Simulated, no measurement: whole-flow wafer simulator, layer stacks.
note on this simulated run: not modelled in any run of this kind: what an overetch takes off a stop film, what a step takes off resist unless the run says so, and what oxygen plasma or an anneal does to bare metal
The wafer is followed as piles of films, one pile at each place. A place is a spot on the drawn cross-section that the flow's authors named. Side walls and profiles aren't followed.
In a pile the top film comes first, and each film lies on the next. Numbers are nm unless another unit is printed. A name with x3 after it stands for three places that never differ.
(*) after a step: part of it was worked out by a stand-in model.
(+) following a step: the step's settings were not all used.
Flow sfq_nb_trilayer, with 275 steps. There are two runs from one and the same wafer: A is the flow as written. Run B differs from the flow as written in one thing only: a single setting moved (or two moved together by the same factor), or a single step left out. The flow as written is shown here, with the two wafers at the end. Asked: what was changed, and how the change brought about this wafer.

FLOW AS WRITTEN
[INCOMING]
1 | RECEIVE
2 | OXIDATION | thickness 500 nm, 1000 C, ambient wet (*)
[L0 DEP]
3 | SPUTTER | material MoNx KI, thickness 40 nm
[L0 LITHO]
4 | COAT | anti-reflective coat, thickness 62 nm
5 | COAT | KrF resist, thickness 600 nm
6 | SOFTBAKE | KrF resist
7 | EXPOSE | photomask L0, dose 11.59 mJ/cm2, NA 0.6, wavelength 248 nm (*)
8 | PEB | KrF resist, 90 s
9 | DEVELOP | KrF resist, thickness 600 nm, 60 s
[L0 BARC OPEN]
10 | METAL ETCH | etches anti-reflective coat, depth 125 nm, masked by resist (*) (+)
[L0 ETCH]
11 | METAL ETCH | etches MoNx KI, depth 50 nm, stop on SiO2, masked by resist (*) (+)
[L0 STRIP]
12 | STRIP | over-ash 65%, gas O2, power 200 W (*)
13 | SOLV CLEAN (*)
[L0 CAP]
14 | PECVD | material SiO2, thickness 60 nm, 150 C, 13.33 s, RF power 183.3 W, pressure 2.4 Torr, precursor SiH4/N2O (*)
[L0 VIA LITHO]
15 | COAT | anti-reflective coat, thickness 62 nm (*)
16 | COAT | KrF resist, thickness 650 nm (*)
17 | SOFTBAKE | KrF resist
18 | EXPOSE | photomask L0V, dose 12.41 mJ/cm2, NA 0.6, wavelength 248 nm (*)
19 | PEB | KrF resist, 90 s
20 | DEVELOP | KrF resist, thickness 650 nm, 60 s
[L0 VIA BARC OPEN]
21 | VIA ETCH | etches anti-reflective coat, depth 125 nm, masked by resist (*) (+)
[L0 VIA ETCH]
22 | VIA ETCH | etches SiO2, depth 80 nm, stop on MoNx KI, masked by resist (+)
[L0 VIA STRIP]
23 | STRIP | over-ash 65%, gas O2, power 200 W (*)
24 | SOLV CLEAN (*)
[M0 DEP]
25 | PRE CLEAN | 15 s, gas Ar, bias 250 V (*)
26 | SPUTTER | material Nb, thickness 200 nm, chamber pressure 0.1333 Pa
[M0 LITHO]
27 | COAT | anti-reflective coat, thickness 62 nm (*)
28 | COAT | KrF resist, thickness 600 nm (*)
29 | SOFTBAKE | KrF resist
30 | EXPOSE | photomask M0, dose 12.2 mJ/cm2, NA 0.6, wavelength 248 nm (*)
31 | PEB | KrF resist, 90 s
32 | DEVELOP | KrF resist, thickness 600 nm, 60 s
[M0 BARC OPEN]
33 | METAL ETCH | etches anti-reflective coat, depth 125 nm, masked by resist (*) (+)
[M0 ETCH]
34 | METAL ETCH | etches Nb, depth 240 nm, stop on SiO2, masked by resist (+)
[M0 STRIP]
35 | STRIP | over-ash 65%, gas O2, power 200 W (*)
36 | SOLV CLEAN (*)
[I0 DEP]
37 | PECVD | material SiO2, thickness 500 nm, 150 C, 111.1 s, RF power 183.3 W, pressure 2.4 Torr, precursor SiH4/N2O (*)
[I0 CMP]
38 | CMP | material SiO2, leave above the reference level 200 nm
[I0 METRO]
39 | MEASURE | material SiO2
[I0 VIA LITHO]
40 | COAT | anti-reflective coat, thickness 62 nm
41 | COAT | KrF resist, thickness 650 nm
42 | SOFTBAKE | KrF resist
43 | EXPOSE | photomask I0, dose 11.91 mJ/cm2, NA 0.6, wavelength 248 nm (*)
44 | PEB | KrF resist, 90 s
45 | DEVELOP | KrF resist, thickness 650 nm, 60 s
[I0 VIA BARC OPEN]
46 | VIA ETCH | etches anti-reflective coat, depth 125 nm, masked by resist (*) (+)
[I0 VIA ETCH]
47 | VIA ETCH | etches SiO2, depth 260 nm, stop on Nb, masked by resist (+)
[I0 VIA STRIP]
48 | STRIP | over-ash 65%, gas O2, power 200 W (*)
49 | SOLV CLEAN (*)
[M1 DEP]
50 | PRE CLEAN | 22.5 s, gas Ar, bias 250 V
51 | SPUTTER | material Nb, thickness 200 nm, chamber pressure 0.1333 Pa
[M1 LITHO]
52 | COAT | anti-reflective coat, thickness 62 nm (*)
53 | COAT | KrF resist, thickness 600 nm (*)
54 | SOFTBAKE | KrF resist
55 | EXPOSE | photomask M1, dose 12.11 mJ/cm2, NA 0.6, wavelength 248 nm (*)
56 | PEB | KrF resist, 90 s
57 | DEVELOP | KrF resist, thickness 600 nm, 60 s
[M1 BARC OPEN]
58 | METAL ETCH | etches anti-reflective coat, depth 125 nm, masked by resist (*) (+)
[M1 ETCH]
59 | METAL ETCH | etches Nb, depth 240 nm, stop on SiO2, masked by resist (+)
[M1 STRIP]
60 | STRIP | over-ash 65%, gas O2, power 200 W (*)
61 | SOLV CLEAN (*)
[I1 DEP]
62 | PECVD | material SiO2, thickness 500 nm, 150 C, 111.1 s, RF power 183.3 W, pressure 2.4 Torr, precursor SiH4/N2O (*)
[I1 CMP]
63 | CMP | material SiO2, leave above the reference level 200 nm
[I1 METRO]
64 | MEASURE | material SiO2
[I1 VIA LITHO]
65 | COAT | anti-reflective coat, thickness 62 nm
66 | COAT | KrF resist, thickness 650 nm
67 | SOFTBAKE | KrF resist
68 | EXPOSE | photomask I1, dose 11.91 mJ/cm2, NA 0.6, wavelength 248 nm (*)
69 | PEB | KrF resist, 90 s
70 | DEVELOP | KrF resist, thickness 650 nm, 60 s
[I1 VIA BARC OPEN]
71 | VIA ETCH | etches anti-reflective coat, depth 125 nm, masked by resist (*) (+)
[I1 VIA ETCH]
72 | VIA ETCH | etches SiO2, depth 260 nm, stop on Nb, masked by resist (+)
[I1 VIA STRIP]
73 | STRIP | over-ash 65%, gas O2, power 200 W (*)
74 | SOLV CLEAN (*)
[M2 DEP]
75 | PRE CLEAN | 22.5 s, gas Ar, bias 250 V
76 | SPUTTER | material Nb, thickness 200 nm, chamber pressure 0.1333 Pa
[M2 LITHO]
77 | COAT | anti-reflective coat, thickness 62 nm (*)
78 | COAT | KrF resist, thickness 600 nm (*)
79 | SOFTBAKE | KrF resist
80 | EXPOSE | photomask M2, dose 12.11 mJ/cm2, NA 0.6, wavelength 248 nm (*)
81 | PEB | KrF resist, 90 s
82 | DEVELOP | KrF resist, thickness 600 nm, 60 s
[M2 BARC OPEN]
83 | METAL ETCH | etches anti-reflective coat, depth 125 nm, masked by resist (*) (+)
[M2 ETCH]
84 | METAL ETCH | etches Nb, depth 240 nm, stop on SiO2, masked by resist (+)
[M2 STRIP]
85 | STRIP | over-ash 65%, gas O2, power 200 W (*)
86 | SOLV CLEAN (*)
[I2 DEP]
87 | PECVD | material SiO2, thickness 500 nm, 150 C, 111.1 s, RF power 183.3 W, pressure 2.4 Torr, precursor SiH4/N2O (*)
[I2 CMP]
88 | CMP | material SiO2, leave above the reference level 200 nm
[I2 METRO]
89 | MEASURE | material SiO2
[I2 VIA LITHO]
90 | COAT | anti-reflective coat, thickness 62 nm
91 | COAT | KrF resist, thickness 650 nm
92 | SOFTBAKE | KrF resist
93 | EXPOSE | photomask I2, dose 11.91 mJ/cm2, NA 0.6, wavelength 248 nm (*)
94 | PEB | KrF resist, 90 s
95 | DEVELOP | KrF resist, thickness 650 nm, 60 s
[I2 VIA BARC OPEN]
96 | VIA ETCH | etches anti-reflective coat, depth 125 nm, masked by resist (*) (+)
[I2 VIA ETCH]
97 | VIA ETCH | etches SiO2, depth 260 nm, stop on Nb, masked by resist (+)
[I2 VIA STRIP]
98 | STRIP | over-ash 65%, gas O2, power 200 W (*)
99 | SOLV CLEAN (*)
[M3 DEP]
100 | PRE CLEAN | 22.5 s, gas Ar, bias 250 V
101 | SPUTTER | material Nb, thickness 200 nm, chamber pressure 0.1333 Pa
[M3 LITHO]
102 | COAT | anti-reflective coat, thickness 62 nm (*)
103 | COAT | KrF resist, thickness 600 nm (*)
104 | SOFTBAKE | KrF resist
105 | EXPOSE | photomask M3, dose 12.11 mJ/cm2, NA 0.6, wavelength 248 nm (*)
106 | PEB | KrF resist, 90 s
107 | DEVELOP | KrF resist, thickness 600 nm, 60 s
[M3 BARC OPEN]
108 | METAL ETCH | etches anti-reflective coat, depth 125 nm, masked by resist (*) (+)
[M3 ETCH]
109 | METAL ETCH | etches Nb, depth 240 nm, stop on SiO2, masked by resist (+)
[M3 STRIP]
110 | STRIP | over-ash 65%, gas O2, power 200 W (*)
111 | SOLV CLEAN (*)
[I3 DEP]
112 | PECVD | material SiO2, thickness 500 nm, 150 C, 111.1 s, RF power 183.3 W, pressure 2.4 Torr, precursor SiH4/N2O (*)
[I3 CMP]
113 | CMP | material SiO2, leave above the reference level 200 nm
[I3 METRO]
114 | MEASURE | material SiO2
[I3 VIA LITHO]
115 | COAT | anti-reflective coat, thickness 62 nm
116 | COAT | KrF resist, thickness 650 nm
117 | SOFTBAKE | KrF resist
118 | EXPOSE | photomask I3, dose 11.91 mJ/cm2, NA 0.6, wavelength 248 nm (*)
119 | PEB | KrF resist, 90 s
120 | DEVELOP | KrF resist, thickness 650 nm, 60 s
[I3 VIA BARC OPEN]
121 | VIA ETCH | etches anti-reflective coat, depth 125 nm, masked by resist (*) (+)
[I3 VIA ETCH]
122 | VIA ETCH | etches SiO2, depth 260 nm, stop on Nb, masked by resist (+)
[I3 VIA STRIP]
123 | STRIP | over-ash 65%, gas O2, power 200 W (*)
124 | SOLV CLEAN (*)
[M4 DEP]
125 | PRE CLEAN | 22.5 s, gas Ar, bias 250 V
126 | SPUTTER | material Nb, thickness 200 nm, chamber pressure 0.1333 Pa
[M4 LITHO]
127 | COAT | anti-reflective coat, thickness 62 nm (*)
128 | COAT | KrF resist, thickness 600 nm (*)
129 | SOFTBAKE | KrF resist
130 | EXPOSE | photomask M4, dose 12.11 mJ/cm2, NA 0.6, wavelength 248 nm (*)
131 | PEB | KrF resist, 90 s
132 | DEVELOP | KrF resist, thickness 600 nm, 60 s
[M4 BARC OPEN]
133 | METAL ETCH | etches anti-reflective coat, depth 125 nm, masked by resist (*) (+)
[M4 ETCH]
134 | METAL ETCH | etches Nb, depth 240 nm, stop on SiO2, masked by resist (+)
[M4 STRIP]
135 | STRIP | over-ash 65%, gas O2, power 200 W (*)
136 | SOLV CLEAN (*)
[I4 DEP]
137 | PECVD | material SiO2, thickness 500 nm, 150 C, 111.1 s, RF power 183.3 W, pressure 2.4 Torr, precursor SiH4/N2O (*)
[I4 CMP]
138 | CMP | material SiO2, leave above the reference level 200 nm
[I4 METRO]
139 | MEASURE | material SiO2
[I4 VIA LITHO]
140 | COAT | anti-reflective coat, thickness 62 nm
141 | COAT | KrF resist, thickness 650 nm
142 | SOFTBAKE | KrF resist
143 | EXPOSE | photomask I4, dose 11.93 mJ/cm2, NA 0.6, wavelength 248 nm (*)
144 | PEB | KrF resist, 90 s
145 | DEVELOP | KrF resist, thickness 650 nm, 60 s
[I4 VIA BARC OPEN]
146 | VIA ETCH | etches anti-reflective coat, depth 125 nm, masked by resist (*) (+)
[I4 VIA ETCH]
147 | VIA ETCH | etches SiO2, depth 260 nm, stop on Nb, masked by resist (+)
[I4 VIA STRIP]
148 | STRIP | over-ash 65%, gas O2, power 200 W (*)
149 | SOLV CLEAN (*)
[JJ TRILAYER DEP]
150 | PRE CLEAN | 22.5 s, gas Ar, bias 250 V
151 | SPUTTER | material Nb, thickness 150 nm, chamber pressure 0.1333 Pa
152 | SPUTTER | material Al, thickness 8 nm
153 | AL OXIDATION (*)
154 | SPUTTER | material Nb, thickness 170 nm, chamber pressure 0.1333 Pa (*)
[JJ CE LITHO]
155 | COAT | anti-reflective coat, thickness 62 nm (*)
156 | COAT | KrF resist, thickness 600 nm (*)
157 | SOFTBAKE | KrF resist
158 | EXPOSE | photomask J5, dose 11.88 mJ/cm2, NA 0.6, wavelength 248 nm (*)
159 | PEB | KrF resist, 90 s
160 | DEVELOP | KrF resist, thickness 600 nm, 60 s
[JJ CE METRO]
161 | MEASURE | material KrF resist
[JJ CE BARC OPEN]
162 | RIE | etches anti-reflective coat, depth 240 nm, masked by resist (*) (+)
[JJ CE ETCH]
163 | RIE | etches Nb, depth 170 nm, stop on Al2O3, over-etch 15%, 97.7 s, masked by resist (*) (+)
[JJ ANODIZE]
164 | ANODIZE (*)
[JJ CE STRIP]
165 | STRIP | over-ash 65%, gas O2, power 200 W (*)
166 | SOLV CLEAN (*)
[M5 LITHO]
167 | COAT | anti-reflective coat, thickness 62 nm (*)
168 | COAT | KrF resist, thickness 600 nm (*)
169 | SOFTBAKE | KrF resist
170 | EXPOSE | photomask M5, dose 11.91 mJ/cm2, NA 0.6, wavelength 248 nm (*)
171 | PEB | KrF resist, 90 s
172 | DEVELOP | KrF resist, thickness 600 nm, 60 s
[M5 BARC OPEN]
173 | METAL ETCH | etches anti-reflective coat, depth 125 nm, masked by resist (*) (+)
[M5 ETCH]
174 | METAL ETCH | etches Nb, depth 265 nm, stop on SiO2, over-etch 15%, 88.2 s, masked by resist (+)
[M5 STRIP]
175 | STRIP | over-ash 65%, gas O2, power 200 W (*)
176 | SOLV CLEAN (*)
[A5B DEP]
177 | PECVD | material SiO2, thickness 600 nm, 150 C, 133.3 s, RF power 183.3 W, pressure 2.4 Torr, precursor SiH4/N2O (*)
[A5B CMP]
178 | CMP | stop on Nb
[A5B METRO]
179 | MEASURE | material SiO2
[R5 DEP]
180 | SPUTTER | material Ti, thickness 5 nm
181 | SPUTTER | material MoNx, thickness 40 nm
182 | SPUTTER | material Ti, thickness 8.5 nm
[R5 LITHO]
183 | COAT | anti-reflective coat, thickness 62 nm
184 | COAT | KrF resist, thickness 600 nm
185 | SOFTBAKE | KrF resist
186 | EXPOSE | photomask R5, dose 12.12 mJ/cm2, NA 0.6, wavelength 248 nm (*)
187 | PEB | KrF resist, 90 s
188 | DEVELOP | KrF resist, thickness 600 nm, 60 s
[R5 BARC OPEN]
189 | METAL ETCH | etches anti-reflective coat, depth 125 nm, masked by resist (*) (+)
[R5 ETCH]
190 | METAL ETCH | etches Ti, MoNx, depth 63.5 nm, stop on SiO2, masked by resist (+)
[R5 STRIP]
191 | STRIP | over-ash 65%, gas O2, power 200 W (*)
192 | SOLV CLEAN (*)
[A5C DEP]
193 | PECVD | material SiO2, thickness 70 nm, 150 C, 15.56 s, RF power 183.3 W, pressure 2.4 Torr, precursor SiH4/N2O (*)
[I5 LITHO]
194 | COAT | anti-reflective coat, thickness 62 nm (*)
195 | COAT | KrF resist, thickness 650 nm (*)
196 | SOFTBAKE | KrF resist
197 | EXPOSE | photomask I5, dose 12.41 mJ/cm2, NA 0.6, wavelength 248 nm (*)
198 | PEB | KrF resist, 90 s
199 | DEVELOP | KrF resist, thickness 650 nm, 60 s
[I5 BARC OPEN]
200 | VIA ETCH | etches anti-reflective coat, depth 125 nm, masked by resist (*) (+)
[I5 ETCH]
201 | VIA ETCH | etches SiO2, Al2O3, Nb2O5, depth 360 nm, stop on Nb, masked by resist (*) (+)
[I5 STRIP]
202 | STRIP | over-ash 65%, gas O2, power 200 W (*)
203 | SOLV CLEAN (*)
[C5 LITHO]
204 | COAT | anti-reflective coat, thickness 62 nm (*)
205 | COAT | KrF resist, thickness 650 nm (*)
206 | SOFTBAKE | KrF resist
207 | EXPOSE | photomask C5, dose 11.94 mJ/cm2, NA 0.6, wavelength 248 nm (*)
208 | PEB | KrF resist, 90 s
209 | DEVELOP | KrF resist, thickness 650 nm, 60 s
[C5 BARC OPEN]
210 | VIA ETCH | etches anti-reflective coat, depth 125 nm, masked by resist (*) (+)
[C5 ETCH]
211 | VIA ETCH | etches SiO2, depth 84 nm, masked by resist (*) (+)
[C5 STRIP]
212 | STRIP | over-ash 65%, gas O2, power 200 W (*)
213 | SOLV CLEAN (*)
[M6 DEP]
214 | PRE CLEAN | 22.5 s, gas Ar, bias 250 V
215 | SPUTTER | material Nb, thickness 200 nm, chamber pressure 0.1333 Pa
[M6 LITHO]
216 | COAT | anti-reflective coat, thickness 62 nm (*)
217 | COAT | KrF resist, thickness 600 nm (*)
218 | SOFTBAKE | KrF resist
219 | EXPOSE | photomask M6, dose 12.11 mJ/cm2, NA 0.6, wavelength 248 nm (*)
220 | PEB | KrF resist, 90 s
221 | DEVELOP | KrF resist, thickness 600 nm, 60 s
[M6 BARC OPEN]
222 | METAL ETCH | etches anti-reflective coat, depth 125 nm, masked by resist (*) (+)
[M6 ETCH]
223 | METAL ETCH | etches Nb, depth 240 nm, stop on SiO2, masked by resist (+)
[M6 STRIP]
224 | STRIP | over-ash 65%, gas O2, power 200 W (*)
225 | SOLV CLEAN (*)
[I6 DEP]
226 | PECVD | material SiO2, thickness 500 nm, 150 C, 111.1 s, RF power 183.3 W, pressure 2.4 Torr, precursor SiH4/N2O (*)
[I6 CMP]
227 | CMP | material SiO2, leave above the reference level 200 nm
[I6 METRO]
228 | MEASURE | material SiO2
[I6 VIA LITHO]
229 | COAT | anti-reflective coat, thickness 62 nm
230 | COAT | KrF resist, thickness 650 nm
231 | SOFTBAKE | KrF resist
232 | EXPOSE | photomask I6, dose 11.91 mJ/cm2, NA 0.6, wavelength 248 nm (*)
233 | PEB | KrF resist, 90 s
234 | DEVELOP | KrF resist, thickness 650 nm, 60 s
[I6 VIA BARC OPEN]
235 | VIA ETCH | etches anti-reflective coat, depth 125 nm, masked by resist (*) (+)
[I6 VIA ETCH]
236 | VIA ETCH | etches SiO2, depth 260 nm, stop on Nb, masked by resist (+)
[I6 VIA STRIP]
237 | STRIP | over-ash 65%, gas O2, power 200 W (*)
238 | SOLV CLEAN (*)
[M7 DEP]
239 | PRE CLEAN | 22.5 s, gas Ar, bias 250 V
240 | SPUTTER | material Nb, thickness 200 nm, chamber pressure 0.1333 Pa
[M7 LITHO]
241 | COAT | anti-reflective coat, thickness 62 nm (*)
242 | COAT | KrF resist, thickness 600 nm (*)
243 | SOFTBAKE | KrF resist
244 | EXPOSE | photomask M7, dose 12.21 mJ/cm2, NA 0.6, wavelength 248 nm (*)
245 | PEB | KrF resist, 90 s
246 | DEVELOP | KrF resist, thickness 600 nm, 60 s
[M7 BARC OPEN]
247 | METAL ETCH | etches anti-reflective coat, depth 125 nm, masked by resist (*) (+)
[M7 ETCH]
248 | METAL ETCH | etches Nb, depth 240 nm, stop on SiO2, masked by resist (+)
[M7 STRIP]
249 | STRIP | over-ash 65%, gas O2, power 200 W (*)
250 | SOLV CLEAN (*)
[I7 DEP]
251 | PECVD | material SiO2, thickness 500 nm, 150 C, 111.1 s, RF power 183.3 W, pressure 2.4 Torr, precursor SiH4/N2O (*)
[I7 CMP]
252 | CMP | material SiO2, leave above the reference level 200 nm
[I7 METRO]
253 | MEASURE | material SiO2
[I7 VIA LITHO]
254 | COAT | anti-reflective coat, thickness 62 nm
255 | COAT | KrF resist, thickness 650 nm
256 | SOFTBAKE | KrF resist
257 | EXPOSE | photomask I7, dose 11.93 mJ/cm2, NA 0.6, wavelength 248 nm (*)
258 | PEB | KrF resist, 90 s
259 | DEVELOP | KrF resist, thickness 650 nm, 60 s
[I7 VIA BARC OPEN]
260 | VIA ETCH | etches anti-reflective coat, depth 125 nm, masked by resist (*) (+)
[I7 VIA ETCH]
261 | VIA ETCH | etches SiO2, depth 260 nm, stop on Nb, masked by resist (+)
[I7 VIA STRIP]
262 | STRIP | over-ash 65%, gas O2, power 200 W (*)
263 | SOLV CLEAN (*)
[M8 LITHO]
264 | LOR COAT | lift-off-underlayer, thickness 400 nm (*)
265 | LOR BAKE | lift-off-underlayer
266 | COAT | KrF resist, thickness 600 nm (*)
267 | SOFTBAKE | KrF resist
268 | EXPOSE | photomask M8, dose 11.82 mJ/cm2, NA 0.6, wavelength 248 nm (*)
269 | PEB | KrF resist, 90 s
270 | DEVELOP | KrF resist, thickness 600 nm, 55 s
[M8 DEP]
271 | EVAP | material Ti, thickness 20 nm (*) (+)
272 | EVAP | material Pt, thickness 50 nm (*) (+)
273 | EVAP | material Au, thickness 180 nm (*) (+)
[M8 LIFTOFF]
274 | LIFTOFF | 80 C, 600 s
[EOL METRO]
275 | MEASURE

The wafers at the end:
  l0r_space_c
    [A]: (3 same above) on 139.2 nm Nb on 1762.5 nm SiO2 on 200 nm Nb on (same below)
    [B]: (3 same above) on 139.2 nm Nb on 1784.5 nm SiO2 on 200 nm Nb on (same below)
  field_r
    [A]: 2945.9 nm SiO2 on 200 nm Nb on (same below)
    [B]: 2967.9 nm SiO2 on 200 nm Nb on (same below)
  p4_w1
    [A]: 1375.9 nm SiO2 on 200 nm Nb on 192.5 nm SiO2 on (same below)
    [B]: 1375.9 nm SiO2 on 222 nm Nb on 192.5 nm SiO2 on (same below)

What caused this: step 126, SPUTTER: thickness 222 nm was run, while the flow as written has thickness 200 nm.
The wafer lets one read it off: p4_w1 has Nb 222, and step 126 as written asks for 200 nm.

How this came from the change, step by step:
  126 | SPUTTER | material Nb, thickness 200 nm, chamber pressure 0.1333 Pa
      field_l, v_sur, via_wl and 102 more: A +200 Nb (new film) | B +222 Nb (new film)
      via_v: A +165.5 Nb | B +184 Nb
  134 | METAL ETCH | etches Nb, depth 240 nm, stop on SiO2, masked by resist (+)
      field_l, be, be_sur and 64 more: A -200 Nb (all of it) | B -222 Nb (all of it)
  137 | PECVD | material SiO2, thickness 500 nm, 150 C, 111.1 s, RF power 183.3 W, pressure 2.4 Torr, precursor SiH4/N2O (*)
      p3_s0, p3_s1, p3_s2, p3_s3, p3_s4, p3_s5: A +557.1 SiO2 | B +579.1 SiO2
  138 | CMP | material SiO2, leave above the reference level 200 nm
      field_l, be, be_sur and 55 more: A -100 SiO2 | B -78 SiO2
      lsp_r, l0_sur, l0v: A -91.9 SiO2 | B -69 SiO2
